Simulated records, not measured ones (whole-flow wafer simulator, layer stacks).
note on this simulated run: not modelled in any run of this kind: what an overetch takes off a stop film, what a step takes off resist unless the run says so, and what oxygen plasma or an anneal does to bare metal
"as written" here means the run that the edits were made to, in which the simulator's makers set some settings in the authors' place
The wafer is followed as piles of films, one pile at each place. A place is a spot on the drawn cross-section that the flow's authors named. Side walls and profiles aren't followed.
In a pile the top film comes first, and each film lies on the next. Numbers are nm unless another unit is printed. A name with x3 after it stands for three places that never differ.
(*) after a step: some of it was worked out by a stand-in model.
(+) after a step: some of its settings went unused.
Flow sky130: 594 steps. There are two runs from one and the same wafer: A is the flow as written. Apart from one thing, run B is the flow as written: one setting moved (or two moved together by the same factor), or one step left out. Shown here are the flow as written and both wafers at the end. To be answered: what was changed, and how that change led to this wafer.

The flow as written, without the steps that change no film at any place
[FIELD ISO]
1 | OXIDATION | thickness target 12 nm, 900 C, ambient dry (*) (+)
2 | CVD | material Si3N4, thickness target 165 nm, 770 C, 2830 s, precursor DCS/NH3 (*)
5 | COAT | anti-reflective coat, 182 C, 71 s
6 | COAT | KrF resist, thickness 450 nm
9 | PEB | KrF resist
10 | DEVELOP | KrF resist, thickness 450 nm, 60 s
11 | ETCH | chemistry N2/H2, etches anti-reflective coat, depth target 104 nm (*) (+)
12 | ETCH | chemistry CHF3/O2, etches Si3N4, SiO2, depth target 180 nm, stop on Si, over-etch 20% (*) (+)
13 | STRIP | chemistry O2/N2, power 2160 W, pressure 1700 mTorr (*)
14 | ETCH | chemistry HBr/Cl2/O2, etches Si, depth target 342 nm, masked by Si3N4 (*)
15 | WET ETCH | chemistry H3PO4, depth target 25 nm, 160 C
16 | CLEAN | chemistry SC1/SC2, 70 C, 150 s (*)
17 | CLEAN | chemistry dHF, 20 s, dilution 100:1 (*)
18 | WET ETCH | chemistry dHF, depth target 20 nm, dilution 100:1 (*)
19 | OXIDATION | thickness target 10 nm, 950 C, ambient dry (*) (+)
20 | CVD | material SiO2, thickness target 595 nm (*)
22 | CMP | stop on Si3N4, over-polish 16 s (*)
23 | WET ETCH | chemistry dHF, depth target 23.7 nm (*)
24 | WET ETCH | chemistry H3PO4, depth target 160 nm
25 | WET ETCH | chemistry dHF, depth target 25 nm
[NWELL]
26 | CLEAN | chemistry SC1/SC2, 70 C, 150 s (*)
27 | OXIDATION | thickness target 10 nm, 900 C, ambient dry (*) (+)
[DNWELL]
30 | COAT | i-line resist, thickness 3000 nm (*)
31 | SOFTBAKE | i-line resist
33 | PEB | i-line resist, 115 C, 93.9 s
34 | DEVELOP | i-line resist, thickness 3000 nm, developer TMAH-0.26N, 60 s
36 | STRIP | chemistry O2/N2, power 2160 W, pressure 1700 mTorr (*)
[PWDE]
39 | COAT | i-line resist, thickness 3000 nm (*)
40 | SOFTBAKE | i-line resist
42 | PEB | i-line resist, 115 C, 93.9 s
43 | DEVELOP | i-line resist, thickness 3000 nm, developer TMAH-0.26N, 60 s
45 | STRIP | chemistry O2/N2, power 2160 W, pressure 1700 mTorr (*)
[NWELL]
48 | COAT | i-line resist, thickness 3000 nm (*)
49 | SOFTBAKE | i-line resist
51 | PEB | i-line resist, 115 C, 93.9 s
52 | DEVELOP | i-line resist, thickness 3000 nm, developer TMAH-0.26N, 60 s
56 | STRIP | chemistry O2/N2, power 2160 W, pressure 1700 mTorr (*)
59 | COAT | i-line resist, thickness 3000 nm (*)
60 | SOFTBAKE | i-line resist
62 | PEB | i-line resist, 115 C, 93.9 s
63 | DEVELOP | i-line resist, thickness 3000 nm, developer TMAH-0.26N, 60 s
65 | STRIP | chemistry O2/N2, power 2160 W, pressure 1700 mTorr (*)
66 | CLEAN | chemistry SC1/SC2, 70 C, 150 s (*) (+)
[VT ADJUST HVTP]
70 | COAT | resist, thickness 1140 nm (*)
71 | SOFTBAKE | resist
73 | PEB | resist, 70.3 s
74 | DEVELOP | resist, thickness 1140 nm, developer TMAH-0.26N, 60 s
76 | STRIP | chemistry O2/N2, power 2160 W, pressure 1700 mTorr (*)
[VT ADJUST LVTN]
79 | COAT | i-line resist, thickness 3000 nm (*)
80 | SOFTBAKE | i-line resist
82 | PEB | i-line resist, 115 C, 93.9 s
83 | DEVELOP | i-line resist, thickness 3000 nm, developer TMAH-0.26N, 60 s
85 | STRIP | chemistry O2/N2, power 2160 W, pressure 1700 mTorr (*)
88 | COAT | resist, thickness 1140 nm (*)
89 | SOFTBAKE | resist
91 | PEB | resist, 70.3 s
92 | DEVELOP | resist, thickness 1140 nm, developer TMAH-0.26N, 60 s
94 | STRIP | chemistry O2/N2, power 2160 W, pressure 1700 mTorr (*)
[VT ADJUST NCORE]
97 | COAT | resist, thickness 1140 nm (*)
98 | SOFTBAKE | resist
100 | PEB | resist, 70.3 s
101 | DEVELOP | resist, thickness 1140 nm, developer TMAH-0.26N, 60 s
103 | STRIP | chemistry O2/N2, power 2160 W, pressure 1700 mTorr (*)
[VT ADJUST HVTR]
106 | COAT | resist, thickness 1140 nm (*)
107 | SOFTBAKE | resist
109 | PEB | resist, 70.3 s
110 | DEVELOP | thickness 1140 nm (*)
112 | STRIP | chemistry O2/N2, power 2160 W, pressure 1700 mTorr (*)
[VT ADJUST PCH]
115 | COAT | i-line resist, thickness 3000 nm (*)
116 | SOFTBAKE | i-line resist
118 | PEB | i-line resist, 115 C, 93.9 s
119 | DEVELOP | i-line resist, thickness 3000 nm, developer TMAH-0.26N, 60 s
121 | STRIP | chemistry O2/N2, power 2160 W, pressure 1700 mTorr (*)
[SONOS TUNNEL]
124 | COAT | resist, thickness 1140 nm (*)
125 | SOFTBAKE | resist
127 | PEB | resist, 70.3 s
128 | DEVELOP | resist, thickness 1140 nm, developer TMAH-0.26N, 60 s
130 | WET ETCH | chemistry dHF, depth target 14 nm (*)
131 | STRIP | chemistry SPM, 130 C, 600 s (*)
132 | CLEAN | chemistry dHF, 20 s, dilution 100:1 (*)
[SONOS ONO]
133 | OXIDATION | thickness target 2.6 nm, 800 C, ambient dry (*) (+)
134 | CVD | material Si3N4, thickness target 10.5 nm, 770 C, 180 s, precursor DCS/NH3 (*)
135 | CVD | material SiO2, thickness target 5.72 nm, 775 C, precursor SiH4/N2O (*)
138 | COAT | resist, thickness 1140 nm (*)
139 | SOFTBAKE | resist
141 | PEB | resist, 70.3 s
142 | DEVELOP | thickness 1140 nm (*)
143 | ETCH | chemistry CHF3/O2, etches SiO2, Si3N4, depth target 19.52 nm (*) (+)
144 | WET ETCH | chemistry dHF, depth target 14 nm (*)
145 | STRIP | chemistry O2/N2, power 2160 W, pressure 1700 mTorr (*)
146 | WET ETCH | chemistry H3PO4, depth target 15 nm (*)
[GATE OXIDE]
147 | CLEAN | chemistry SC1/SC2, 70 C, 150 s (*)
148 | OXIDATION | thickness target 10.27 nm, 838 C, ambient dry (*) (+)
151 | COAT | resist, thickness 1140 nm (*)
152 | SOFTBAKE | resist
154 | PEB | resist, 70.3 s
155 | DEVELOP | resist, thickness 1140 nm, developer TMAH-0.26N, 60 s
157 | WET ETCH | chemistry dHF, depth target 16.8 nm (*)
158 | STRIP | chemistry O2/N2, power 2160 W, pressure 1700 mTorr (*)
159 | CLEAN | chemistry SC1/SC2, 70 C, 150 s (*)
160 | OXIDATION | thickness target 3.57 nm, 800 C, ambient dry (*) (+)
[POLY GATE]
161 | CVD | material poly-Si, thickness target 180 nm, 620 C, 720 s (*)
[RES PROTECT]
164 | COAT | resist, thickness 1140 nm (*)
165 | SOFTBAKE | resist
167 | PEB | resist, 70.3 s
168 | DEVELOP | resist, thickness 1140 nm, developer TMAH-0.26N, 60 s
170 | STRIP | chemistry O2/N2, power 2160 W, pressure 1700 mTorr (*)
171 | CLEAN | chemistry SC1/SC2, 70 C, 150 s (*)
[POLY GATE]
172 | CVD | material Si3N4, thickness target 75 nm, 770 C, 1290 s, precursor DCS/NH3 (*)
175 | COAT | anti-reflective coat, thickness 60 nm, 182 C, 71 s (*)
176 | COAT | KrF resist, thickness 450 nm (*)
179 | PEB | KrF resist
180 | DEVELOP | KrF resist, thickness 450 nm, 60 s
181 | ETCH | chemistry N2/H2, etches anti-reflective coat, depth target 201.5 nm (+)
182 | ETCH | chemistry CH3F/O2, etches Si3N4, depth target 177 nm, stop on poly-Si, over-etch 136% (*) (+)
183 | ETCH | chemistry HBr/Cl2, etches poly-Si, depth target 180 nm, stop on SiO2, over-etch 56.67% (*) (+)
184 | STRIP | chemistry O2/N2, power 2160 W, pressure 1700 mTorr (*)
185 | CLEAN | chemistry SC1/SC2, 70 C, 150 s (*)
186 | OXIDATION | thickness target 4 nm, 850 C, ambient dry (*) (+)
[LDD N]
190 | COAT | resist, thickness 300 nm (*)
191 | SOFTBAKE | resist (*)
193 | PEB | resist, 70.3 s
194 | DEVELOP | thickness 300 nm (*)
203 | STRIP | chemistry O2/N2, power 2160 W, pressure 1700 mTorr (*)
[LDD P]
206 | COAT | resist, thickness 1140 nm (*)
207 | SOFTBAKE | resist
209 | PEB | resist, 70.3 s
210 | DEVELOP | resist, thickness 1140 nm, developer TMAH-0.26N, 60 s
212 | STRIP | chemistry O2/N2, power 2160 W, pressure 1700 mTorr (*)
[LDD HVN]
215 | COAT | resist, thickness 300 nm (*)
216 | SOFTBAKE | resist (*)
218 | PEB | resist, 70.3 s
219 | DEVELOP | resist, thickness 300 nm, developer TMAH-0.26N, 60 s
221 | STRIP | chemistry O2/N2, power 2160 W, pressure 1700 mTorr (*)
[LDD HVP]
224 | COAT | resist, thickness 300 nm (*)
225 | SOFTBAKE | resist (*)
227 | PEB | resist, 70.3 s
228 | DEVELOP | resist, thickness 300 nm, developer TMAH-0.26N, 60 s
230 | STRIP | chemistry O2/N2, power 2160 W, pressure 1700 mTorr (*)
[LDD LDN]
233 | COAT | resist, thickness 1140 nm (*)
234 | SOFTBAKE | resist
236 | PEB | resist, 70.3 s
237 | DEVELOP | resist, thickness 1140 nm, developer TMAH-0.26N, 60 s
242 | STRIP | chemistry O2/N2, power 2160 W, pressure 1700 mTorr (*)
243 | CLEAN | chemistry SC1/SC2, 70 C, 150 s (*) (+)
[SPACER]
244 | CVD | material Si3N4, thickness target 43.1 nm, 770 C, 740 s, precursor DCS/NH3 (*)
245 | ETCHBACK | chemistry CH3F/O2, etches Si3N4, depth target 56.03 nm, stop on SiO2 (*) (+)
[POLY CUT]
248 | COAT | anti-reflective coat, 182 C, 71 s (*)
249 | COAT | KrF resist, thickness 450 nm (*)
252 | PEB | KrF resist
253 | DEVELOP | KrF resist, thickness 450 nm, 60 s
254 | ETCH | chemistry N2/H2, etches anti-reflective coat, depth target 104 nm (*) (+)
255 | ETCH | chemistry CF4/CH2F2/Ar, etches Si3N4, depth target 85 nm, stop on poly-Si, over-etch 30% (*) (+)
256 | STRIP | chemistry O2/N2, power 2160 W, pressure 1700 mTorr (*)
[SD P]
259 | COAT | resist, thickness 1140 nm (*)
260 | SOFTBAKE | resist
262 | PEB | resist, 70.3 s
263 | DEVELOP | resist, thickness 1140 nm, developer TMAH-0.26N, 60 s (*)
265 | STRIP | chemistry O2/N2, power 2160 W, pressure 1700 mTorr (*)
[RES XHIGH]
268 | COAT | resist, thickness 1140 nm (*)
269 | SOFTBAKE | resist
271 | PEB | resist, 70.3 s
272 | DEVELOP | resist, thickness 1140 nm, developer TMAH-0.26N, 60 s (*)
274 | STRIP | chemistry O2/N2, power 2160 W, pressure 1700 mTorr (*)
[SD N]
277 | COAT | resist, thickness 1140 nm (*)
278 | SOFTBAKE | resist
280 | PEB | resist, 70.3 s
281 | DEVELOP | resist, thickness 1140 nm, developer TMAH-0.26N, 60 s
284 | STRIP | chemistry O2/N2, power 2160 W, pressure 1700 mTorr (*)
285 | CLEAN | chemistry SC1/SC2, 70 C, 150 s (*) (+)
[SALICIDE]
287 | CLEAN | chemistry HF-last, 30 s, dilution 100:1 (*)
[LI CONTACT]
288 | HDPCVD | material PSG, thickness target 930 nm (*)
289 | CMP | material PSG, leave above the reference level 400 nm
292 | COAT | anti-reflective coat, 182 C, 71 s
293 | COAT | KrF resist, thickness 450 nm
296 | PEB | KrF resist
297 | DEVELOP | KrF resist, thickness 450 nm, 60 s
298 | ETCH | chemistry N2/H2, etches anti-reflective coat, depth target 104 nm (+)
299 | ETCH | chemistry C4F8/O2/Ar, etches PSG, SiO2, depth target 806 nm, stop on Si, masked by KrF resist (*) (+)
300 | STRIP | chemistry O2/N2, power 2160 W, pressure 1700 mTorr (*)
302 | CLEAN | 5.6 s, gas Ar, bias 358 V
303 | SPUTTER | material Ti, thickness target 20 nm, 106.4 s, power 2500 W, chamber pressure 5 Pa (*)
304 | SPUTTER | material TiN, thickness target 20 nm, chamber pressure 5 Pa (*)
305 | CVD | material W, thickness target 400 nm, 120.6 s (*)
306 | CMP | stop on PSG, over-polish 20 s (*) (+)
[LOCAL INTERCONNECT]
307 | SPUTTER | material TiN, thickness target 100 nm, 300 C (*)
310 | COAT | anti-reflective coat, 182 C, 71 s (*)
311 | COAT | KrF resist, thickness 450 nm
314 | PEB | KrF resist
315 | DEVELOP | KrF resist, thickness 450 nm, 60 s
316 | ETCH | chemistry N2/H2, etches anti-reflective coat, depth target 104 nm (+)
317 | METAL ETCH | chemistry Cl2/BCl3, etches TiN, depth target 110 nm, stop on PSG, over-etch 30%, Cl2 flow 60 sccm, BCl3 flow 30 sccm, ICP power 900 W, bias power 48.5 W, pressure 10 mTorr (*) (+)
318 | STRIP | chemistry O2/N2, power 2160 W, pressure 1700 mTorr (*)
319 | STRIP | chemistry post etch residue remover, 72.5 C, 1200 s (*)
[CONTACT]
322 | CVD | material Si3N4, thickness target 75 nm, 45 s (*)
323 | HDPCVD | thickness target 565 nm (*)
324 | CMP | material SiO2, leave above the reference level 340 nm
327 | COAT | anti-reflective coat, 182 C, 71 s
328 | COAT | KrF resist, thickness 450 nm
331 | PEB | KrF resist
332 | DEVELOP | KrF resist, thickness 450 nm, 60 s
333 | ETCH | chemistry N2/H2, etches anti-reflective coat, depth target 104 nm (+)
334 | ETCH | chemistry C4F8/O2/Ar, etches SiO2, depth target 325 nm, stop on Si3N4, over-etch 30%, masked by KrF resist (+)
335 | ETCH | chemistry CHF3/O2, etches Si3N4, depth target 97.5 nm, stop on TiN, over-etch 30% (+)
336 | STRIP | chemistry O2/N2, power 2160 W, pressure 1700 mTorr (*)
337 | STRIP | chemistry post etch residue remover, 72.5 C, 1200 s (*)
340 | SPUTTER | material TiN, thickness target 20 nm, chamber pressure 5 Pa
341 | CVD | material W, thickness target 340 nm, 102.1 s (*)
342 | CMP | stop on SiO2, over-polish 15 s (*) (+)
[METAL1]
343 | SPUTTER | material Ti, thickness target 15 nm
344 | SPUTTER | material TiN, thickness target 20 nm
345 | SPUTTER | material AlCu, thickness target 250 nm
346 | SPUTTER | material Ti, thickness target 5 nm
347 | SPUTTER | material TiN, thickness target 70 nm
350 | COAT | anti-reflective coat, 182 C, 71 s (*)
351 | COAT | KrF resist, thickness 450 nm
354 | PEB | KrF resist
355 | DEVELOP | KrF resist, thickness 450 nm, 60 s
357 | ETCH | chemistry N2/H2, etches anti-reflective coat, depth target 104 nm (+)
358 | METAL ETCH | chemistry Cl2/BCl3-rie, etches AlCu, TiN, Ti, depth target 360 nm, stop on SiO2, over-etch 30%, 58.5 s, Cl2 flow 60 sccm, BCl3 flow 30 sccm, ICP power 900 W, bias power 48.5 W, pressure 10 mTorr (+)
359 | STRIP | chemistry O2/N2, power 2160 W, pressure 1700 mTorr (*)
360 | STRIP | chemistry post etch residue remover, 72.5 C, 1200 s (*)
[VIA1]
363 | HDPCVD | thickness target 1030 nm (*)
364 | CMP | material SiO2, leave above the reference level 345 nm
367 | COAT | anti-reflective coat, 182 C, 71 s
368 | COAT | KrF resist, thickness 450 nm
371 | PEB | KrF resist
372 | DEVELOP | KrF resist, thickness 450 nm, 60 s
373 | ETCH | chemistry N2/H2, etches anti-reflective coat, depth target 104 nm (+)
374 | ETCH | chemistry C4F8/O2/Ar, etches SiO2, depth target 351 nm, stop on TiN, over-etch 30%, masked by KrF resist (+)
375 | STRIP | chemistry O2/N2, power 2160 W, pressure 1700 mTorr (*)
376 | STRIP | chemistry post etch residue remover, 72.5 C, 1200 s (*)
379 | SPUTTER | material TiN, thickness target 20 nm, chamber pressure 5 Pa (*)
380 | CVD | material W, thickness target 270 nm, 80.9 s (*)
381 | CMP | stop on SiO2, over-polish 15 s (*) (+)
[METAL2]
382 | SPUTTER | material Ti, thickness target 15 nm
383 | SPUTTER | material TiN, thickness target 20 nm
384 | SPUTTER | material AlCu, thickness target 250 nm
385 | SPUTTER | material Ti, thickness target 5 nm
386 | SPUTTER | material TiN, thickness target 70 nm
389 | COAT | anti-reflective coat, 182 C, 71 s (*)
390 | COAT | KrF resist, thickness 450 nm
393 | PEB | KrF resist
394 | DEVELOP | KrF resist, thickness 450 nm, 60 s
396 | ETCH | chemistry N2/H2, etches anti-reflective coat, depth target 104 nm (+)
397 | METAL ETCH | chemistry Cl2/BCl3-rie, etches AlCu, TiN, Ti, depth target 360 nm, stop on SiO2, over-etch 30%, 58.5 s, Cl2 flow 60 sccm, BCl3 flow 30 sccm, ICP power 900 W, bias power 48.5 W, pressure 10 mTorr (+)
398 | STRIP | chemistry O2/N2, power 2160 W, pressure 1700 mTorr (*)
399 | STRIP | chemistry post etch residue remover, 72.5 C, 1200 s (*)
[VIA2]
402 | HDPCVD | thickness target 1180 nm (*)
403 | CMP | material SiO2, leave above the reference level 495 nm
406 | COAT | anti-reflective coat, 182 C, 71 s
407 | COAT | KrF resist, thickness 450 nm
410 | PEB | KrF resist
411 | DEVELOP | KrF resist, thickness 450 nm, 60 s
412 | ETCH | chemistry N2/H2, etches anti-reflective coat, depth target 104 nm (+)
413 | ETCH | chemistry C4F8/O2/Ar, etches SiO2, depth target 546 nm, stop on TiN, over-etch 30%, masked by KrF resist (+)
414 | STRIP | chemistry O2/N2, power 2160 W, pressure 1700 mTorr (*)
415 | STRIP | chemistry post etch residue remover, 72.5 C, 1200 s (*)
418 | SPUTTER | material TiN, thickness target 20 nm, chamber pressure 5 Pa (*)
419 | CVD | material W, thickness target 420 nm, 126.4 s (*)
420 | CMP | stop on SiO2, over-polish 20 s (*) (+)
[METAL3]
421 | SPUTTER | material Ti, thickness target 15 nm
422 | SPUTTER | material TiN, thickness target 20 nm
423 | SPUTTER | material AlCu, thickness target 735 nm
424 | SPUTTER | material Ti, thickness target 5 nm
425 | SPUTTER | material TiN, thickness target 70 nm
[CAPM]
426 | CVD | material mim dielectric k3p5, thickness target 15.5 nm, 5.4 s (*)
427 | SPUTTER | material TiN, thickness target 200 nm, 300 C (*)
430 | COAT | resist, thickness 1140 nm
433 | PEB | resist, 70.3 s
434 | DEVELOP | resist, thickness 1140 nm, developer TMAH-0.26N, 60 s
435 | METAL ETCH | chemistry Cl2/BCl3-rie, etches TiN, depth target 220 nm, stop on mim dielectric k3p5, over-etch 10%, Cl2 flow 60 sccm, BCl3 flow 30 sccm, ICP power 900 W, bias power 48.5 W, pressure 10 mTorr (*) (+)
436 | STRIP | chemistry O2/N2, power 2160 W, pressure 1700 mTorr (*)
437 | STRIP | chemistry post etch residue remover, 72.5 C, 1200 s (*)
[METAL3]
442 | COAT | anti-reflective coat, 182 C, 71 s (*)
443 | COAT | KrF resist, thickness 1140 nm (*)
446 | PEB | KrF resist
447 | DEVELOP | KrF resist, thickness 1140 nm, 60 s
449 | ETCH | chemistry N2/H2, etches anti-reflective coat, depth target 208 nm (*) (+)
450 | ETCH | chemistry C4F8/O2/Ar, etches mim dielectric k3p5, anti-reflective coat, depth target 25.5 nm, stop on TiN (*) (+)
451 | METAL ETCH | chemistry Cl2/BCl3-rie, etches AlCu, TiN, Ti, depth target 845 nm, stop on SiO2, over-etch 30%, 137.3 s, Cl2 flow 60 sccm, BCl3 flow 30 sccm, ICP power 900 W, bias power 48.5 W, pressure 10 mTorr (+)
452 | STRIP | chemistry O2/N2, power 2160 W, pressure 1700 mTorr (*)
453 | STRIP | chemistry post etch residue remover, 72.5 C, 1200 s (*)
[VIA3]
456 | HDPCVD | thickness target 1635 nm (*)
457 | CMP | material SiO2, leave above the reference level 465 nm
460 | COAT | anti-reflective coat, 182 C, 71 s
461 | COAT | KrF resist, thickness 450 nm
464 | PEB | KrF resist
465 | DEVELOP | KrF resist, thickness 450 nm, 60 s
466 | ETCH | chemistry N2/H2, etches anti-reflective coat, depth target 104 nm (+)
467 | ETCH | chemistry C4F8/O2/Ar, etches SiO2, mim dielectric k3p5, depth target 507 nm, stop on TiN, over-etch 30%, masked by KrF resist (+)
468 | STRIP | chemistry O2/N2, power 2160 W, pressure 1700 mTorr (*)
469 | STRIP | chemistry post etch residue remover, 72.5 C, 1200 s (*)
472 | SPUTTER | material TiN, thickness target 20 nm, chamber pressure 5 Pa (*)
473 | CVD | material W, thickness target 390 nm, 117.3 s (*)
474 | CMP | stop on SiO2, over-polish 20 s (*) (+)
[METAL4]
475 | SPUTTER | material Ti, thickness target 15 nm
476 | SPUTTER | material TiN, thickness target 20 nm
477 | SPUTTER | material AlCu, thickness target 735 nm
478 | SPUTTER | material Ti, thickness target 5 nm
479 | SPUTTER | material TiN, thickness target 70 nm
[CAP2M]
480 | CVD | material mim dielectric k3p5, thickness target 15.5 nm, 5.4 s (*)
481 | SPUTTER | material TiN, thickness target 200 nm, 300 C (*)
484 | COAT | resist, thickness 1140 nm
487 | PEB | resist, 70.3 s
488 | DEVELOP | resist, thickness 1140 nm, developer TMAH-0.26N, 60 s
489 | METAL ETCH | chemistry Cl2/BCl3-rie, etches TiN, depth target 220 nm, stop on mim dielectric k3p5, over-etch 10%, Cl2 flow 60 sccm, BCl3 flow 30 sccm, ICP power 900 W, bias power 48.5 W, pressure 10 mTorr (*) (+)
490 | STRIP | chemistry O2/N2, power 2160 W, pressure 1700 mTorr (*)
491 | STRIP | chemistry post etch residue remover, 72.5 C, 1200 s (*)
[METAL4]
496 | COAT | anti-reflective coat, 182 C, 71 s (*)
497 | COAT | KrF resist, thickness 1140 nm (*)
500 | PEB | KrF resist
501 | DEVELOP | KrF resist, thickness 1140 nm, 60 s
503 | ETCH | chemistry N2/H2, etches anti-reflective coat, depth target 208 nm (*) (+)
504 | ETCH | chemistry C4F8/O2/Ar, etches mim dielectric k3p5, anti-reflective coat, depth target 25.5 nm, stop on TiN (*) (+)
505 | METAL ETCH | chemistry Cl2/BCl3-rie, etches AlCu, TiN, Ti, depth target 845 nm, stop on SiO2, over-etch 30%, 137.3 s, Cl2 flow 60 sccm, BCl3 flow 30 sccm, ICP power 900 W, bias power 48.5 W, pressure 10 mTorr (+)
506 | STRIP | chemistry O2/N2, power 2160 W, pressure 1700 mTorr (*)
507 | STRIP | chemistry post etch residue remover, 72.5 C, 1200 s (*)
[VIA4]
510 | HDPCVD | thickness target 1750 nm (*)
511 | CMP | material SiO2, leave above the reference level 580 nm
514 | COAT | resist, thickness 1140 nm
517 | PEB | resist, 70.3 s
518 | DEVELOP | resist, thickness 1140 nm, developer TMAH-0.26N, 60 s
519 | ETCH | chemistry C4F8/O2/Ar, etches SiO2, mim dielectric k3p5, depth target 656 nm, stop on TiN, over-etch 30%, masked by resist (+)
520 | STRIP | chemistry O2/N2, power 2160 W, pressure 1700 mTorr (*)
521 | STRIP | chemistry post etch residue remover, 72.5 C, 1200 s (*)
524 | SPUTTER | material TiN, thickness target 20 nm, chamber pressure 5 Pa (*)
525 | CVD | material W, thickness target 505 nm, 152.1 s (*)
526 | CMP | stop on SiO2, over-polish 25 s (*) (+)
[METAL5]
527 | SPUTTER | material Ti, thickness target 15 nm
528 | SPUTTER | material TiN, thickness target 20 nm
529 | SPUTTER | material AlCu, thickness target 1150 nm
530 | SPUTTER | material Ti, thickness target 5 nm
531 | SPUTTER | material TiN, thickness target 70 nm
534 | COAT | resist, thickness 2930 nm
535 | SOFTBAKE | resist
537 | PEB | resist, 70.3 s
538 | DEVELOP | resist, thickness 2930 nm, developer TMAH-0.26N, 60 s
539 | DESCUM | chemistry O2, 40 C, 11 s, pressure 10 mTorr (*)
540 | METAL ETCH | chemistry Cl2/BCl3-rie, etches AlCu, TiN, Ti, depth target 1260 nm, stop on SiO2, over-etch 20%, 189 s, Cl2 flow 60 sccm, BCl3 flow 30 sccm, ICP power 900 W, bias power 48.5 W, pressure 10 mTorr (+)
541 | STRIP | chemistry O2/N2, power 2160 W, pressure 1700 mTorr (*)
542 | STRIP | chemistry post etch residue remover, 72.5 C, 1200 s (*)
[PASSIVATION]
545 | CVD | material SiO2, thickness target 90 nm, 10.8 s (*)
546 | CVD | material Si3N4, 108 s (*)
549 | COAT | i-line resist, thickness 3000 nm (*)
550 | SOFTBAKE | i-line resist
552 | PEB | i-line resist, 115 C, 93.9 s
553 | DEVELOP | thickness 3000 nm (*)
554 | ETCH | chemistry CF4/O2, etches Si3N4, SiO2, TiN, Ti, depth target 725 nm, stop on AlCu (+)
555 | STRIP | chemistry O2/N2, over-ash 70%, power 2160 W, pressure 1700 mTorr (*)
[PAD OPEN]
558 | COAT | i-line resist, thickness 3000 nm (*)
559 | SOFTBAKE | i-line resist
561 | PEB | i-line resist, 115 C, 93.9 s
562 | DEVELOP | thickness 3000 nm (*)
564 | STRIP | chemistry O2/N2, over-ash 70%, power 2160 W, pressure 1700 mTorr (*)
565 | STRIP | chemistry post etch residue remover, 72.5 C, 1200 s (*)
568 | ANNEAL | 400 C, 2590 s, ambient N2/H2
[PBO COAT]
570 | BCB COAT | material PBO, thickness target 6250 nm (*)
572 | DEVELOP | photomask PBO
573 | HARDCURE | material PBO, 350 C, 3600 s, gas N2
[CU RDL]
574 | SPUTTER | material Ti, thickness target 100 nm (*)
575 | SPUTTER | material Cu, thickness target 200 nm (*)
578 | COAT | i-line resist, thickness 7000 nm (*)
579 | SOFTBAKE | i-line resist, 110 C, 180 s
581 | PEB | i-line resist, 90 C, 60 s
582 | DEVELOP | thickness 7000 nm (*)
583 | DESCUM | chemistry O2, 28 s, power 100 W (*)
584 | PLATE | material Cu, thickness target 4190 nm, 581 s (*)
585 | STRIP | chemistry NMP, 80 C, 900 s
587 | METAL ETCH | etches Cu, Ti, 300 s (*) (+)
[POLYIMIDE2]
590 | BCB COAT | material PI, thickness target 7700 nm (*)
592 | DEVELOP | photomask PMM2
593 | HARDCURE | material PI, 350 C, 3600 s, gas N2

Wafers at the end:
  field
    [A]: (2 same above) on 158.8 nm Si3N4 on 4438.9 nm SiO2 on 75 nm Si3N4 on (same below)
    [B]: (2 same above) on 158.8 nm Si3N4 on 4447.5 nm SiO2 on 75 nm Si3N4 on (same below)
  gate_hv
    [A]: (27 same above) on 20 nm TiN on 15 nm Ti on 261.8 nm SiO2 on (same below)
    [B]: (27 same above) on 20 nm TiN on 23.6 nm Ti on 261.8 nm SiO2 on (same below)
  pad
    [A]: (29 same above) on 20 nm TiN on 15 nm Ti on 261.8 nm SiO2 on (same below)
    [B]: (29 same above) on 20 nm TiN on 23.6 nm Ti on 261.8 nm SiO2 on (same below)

Cause: step 343, SPUTTER: thickness target 23.6 nm was run, though the flow has thickness target 15 nm.
The wafer lets one read it off: gate_hv has Ti 23.6, and step 343 as written asks for 15 nm.

The path from the change to this, step by step:
  343 | SPUTTER | material Ti, thickness target 15 nm
      field, active, n_well and 188 more: A Ti gains 15 (new film) | B Ti gains 23.6 (new film)
  358 | METAL ETCH | chemistry Cl2/BCl3-rie, etches AlCu, TiN, Ti, depth target 360 nm, stop on SiO2, over-etch 30%, 58.5 s, Cl2 flow 60 sccm, BCl3 flow 30 sccm, ICP power 900 W, bias power 48.5 W, pressure 10 mTorr (+)
      field, active, gate and 81 more: A TiN loses 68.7 (all of it), Ti loses 5 (all of it), AlCu loses 250 (all of it), TiN loses 20 (all of it), Ti loses 15 (all of it), SiO2 loses 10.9 | B TiN loses 68.7 (all of it), Ti loses 5 (all of it), AlCu loses 250 (all of it), TiN loses 20 (all of it), Ti loses 23.6 (all of it), SiO2 loses 10.1
  364 | CMP | material SiO2, leave above the reference level 345 nm
      field, active, gate and 81 more: A SiO2 loses 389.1 | B SiO2 loses 381.3
